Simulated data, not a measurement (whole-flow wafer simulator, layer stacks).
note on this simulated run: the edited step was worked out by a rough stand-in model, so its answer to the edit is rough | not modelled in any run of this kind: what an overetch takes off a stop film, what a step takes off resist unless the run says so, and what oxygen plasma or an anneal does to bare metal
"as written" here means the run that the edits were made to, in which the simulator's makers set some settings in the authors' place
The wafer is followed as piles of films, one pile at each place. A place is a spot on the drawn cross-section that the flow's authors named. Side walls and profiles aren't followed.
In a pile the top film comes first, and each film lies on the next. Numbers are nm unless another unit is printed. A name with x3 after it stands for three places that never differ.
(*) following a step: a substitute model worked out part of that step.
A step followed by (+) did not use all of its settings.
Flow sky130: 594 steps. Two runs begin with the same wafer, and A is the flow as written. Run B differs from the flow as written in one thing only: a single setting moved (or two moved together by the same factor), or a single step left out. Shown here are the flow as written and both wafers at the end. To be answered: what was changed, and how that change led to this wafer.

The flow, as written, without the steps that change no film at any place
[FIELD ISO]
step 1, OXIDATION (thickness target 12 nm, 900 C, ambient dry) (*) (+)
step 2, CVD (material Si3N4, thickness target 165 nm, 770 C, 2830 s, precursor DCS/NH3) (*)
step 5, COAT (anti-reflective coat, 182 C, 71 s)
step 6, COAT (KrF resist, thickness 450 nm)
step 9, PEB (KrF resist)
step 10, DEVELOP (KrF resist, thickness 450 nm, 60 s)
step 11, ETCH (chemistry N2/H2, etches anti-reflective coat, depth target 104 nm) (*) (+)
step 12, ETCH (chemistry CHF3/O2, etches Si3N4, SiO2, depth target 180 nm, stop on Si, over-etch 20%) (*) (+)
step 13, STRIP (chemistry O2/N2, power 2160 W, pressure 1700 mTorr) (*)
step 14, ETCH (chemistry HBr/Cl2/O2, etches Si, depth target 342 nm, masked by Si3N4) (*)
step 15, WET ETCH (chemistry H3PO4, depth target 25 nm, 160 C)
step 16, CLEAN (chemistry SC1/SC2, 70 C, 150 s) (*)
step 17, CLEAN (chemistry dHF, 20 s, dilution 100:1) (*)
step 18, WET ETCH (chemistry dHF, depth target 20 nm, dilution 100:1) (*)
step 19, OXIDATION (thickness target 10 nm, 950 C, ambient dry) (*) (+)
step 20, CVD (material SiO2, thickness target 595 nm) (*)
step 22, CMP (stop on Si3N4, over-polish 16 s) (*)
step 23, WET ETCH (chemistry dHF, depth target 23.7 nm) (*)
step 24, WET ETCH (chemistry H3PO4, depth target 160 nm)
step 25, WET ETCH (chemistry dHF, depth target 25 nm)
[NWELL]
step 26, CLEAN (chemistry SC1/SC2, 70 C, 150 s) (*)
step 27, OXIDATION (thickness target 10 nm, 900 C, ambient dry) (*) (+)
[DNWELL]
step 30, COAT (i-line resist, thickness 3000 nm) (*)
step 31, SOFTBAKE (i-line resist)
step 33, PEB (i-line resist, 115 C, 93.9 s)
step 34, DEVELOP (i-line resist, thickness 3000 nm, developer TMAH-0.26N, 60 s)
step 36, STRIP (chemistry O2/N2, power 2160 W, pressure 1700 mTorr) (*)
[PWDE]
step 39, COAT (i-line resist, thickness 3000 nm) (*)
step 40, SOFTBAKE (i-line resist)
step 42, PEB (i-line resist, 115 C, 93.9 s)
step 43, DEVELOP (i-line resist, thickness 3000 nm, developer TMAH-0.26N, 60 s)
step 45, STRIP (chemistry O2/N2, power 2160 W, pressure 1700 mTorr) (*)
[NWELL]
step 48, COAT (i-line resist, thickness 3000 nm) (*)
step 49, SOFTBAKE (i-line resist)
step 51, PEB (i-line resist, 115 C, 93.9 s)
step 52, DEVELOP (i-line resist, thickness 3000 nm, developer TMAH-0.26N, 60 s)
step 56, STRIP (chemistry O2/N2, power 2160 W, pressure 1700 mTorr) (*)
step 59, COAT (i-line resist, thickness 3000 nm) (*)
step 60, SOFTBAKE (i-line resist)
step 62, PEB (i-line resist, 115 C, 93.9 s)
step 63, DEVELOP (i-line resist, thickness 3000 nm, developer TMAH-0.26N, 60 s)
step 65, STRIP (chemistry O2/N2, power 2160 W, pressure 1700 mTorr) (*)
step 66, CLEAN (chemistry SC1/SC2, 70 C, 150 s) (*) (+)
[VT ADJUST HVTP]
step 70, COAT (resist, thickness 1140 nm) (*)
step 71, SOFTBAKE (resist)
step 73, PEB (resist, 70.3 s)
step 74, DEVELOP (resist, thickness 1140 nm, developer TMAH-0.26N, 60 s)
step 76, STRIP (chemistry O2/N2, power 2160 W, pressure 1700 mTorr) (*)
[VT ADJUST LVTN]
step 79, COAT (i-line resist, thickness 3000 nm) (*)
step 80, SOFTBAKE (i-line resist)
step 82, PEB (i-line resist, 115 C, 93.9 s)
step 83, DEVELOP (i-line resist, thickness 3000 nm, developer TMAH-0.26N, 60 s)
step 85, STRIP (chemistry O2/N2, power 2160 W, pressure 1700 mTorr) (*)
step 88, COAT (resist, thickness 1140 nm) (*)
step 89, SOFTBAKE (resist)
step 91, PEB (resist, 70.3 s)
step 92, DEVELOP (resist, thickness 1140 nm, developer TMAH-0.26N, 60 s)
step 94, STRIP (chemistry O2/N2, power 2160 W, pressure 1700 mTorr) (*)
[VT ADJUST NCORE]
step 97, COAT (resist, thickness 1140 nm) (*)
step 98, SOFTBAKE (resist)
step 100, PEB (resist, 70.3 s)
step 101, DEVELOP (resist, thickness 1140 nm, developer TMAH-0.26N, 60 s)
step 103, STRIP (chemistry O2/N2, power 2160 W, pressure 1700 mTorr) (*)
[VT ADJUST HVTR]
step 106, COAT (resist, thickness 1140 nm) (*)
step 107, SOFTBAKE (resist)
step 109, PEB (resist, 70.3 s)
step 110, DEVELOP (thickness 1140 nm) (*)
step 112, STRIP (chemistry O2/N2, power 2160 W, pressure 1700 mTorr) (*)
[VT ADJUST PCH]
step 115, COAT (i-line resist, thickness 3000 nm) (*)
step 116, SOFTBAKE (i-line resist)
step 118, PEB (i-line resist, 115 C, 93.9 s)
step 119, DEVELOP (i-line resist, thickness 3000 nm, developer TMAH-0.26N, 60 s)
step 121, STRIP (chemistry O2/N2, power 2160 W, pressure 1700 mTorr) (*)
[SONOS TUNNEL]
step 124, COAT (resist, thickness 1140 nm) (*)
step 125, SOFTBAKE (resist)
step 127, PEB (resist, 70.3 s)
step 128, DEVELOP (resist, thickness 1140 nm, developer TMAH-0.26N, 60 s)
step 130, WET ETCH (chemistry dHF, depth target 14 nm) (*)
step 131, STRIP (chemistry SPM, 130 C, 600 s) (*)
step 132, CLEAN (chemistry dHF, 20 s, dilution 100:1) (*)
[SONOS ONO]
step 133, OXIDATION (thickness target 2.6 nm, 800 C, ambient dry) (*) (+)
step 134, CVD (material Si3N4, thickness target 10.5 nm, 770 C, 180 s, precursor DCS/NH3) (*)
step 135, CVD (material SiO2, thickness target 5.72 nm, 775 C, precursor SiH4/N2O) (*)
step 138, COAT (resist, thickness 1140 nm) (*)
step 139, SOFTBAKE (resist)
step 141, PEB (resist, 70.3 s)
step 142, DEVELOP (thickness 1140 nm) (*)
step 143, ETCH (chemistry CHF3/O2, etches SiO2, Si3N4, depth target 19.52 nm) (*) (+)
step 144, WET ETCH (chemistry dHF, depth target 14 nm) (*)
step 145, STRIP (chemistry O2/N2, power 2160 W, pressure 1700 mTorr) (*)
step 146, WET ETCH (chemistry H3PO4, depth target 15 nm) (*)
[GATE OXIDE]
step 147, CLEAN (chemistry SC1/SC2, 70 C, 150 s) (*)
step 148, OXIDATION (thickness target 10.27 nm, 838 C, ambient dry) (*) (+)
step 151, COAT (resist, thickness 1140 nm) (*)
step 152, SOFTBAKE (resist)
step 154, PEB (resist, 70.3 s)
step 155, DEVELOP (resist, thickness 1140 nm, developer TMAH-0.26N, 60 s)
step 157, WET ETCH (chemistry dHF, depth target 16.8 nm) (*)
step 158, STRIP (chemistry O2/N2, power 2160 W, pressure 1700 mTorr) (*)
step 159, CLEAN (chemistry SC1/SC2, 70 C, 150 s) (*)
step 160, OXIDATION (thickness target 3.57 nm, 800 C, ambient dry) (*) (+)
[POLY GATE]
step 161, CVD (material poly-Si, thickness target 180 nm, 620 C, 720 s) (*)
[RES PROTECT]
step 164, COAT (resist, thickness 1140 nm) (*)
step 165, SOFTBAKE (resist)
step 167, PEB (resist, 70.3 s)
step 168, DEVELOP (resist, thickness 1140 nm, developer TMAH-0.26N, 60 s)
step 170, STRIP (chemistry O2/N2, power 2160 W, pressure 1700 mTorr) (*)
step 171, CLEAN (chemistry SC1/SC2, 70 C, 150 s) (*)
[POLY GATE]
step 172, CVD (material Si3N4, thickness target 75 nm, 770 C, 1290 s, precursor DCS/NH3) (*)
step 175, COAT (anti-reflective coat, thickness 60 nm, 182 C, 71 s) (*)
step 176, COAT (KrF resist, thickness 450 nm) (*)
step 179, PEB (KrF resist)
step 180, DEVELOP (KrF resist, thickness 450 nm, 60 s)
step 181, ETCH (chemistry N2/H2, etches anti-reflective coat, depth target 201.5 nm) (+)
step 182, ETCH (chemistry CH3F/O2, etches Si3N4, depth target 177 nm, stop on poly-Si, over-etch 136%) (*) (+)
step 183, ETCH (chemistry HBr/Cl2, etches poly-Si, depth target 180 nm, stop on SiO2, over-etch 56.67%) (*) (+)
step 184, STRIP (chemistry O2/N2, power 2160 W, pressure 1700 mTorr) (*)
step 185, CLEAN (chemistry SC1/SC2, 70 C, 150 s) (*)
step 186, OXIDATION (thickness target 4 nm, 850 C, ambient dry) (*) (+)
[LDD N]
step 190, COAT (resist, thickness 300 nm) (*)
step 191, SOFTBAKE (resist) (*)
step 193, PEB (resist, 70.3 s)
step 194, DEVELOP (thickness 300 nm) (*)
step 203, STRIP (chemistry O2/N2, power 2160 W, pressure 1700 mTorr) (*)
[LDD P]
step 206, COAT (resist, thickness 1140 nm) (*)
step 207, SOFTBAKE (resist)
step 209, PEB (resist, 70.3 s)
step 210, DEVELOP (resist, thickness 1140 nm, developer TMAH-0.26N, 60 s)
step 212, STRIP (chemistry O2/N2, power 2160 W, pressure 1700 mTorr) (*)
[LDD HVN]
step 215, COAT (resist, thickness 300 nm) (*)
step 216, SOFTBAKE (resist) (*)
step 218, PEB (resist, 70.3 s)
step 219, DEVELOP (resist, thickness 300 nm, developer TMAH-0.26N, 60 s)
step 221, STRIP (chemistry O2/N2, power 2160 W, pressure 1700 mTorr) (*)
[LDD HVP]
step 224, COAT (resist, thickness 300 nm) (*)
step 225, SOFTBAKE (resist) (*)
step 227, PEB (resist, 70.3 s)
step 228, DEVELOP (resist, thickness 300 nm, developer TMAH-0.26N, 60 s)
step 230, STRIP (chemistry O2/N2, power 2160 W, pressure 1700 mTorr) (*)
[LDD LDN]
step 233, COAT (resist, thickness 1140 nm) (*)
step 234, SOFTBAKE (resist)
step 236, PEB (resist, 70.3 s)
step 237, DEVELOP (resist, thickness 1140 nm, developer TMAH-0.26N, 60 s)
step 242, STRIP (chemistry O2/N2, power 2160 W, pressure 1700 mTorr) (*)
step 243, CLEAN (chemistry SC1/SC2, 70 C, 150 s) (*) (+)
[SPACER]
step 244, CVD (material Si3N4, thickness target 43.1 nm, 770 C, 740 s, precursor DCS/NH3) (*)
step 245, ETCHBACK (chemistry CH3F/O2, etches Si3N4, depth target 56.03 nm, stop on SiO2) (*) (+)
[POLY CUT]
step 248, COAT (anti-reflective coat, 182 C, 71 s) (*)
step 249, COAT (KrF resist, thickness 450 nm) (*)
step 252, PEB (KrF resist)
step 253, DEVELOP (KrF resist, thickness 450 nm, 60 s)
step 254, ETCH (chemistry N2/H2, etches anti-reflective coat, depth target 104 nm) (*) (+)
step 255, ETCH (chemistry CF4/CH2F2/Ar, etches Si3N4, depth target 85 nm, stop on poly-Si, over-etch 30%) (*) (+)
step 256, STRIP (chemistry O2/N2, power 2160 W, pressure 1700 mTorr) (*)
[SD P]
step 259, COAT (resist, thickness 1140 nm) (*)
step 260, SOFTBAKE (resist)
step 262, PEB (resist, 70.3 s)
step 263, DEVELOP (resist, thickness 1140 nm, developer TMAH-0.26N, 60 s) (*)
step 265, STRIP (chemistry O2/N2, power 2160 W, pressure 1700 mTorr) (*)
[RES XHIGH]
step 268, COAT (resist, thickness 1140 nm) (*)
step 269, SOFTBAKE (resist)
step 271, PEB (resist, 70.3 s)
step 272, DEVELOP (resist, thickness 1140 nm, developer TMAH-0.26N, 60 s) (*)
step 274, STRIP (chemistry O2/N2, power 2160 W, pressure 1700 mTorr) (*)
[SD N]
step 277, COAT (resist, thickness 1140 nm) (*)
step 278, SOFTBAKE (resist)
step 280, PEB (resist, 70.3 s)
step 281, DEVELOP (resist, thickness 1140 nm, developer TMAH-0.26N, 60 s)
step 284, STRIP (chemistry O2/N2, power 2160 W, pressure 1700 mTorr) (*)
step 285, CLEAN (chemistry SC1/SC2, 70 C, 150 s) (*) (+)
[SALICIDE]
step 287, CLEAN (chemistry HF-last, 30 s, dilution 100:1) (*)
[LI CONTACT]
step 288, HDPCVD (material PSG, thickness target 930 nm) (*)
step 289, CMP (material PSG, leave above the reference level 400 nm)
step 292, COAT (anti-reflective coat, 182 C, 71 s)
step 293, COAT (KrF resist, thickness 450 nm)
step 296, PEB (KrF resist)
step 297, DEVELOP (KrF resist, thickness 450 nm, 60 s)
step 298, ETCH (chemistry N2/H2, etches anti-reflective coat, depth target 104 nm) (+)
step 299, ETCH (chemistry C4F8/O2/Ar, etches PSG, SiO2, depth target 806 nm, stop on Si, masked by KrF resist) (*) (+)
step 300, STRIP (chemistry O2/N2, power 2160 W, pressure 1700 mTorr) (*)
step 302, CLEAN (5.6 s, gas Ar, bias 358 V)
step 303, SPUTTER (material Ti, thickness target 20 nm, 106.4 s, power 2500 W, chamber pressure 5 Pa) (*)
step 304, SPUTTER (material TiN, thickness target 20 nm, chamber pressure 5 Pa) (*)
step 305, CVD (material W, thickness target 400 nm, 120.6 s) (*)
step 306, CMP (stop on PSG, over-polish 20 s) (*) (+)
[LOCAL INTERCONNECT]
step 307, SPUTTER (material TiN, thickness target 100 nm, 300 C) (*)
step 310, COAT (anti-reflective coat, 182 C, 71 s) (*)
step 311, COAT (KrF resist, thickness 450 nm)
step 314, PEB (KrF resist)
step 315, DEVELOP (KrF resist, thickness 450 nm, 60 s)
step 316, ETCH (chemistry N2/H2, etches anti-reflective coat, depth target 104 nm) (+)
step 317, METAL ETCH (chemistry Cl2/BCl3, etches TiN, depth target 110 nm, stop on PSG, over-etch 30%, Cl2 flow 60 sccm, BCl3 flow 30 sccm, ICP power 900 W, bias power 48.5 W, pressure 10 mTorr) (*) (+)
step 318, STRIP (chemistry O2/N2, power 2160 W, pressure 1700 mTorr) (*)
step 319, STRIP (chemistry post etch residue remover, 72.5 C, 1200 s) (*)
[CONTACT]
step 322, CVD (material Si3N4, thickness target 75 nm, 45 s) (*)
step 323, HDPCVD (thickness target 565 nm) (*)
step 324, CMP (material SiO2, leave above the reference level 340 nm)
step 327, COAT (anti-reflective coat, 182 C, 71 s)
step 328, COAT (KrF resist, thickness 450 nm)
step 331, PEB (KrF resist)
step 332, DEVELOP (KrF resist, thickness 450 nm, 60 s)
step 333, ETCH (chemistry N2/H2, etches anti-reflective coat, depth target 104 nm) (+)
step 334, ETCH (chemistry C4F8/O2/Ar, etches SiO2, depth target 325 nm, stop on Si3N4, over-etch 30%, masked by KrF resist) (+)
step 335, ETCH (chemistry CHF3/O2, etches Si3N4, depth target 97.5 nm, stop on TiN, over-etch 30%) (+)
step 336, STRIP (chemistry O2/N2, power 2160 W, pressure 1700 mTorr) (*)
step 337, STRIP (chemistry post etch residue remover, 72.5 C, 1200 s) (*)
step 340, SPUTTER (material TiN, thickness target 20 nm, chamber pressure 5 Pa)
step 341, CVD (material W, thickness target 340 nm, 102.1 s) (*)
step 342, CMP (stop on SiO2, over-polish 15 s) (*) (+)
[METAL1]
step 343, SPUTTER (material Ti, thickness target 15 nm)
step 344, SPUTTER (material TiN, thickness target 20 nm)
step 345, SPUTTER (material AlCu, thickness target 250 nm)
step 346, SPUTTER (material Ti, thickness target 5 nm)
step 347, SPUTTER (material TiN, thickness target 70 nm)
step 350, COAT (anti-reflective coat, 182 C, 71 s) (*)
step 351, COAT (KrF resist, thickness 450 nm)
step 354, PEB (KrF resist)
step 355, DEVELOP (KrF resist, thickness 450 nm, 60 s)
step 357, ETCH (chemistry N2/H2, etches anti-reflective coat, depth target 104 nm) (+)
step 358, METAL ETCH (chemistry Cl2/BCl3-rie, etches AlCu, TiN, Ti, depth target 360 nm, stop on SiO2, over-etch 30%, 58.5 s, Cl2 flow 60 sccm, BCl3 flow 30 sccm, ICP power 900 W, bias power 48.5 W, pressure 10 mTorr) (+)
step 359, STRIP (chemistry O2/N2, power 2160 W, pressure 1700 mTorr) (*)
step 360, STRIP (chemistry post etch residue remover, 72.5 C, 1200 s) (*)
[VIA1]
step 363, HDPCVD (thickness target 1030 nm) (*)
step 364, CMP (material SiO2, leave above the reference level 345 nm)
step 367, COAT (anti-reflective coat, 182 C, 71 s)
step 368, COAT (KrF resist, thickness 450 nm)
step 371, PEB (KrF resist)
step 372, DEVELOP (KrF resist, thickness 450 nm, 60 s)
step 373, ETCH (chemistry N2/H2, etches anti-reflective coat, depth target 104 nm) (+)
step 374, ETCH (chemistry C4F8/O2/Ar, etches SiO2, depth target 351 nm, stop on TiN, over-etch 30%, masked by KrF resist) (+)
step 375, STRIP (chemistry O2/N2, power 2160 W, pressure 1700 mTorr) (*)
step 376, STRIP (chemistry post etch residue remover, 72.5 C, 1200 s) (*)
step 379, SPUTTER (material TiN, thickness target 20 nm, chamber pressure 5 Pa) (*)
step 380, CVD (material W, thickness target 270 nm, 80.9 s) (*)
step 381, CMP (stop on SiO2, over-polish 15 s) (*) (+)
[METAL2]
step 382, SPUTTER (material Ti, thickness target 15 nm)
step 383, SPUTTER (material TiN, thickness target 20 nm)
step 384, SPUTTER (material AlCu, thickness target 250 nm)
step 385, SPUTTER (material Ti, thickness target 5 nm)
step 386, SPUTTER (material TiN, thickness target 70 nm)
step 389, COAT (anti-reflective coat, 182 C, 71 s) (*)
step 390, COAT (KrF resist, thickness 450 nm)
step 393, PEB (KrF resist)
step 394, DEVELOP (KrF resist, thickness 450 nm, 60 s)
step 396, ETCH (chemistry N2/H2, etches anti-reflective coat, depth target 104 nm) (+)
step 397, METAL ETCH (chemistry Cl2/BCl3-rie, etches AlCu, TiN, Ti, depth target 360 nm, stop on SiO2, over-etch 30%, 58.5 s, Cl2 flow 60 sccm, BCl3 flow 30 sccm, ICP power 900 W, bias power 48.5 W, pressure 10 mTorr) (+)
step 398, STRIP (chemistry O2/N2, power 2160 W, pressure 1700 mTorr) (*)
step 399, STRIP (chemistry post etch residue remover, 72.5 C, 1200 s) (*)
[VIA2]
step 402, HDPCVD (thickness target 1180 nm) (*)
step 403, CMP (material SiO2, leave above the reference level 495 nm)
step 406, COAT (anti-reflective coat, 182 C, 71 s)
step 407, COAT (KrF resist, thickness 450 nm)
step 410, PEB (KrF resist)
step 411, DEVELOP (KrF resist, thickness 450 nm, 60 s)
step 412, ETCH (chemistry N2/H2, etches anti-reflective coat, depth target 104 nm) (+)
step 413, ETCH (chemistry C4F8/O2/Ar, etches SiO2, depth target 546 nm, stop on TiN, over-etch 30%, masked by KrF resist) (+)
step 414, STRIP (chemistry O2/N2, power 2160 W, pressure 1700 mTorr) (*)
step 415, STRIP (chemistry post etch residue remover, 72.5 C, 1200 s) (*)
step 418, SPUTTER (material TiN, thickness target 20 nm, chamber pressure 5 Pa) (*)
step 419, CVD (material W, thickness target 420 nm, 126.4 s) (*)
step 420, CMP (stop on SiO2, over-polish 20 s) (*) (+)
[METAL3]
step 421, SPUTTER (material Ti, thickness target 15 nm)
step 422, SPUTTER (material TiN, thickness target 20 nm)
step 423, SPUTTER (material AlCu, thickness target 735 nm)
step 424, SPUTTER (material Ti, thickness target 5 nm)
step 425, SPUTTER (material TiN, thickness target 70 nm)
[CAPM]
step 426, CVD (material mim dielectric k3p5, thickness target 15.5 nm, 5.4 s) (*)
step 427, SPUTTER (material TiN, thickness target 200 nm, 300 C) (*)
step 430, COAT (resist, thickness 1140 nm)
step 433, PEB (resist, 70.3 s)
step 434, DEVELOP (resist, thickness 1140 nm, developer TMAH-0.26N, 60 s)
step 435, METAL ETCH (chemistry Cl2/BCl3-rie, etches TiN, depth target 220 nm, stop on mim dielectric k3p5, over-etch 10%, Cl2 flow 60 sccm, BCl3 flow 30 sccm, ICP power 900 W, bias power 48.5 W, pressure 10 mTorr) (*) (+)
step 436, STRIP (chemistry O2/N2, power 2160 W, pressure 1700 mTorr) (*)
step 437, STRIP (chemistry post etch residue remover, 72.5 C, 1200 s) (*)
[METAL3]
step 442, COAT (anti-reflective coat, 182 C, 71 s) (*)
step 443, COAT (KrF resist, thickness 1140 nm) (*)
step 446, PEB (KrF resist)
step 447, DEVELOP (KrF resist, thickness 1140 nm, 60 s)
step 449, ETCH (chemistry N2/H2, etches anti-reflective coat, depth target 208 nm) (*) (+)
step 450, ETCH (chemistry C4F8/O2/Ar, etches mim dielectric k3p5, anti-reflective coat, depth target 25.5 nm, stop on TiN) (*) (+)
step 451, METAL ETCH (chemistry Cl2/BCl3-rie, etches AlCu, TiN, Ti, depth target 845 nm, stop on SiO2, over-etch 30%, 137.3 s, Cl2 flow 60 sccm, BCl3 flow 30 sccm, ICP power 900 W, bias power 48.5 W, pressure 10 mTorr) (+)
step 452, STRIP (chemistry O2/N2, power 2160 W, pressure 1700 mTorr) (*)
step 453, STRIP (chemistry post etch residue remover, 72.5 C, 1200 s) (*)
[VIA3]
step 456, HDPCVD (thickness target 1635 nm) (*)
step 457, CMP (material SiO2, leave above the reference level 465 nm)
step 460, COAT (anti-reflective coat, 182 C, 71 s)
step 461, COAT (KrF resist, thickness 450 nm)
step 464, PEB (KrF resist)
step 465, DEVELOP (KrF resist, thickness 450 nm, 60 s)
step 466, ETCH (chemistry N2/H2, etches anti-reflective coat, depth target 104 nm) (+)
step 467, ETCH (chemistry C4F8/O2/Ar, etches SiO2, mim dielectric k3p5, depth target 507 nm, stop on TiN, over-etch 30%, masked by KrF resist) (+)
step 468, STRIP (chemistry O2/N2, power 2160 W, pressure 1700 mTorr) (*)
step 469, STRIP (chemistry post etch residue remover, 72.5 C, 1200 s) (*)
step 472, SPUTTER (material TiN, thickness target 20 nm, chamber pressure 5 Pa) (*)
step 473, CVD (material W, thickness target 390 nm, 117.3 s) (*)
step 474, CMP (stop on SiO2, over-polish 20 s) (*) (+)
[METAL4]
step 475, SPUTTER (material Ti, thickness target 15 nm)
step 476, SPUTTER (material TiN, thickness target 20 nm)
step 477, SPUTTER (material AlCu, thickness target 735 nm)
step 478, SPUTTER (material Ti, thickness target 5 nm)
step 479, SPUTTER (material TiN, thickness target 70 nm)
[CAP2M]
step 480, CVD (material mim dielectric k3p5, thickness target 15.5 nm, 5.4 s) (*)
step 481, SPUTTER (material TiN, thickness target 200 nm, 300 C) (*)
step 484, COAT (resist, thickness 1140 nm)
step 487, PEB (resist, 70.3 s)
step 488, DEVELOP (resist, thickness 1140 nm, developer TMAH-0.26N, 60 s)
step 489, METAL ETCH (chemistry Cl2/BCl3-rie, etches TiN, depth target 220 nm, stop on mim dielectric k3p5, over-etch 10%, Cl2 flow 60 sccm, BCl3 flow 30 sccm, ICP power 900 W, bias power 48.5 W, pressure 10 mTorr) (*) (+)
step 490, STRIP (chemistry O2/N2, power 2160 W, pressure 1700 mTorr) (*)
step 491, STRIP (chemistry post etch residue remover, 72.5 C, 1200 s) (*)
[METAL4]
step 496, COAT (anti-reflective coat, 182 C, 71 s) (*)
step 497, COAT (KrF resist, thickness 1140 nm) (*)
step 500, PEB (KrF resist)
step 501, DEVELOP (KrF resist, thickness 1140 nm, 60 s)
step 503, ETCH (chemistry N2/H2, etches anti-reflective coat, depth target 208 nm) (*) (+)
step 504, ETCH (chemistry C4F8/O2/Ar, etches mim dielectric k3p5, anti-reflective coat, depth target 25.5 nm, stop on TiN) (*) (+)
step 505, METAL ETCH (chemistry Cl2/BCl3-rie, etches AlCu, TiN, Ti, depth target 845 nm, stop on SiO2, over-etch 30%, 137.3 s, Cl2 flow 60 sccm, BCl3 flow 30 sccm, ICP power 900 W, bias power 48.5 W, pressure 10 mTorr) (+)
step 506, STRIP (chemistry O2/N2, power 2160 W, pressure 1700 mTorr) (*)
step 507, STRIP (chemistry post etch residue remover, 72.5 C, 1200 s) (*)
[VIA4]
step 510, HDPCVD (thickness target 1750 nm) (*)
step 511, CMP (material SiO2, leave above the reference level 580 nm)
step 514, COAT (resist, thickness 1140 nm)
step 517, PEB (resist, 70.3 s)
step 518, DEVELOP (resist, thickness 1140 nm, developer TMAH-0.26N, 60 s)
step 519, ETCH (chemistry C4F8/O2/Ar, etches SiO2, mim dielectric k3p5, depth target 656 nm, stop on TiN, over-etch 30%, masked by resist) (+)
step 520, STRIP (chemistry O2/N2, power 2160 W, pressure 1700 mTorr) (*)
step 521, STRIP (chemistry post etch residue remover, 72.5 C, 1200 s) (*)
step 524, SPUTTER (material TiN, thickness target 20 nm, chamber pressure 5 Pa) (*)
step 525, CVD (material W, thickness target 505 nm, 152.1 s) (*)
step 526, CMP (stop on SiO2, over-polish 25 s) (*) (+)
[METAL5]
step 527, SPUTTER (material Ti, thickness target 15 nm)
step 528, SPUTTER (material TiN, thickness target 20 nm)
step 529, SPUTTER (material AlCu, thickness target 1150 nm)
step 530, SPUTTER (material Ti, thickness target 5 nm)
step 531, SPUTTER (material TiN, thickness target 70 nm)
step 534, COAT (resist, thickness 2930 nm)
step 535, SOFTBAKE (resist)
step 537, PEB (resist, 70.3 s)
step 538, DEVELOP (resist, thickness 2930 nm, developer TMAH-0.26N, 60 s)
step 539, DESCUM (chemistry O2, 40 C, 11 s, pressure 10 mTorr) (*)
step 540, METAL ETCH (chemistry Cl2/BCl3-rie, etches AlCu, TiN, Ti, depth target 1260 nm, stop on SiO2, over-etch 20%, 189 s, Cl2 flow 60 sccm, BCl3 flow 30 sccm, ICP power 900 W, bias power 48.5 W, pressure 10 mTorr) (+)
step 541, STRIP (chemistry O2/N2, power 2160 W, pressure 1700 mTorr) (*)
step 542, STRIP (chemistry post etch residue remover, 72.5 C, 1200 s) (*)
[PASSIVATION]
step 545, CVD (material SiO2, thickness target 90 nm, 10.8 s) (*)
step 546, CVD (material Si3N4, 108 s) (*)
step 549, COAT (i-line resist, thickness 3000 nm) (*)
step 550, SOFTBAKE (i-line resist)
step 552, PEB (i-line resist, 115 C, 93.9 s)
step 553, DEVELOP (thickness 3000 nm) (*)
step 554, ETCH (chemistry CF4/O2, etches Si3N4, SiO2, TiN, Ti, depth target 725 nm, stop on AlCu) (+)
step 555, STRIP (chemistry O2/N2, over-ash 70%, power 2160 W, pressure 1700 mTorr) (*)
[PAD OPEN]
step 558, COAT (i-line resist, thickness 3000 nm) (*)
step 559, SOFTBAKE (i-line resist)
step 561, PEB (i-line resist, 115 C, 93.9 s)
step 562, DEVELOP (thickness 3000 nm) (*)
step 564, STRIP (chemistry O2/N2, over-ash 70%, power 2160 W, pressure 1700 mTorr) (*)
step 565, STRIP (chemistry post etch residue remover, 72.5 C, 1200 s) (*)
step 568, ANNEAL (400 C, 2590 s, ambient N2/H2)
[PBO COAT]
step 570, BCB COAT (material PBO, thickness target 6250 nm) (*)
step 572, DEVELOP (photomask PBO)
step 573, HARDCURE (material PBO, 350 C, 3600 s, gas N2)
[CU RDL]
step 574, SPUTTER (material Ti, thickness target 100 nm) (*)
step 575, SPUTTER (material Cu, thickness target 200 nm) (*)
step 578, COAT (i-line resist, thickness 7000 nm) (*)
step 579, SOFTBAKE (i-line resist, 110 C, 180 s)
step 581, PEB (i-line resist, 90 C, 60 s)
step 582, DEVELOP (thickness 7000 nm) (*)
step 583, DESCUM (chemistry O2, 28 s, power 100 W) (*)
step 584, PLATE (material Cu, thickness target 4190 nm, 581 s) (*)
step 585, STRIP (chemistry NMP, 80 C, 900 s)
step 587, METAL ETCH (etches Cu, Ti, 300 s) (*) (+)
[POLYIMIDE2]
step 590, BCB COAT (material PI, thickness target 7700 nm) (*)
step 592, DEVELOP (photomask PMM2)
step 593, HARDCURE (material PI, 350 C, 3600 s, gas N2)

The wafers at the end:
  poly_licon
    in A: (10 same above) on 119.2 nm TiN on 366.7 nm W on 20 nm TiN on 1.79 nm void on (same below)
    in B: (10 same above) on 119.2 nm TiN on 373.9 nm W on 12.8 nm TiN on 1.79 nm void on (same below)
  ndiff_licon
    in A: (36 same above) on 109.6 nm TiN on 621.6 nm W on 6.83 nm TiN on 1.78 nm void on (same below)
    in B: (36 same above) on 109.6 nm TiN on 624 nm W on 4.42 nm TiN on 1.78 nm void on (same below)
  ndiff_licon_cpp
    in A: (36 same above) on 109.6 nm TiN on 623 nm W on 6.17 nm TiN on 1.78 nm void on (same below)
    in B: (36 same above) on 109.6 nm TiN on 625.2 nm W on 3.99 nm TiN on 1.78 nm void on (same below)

What caused this: step 304, SPUTTER: thickness target 12.8 nm was run, while the flow as written has thickness target 20 nm.
The wafer itself shows it: poly_licon has TiN 12.8, and step 304 as written asks for 20 nm.

The path from the change to this, step by step:
  step 304, SPUTTER (material TiN, thickness target 20 nm, chamber pressure 5 Pa) (*)
      field, active, n_well and 185 more: A +20 TiN (new film) | B +12.8 TiN (new film)
      ndiff_licon: A +6.83 TiN (new film) | B +4.42 TiN (new film)
      (also at 2 further places)
  step 306, CMP (stop on PSG, over-polish 20 s) (*) (+)
      field, active, n_well and 184 more: A -400 W (all of it), -20 TiN (all of it), -20 Ti (all of it), -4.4 PSG | B -400 W (all of it), -12.8 TiN (all of it), -20 Ti (all of it), -4.4 PSG
      poly_licon: A -33.3 W | B -26.1 W
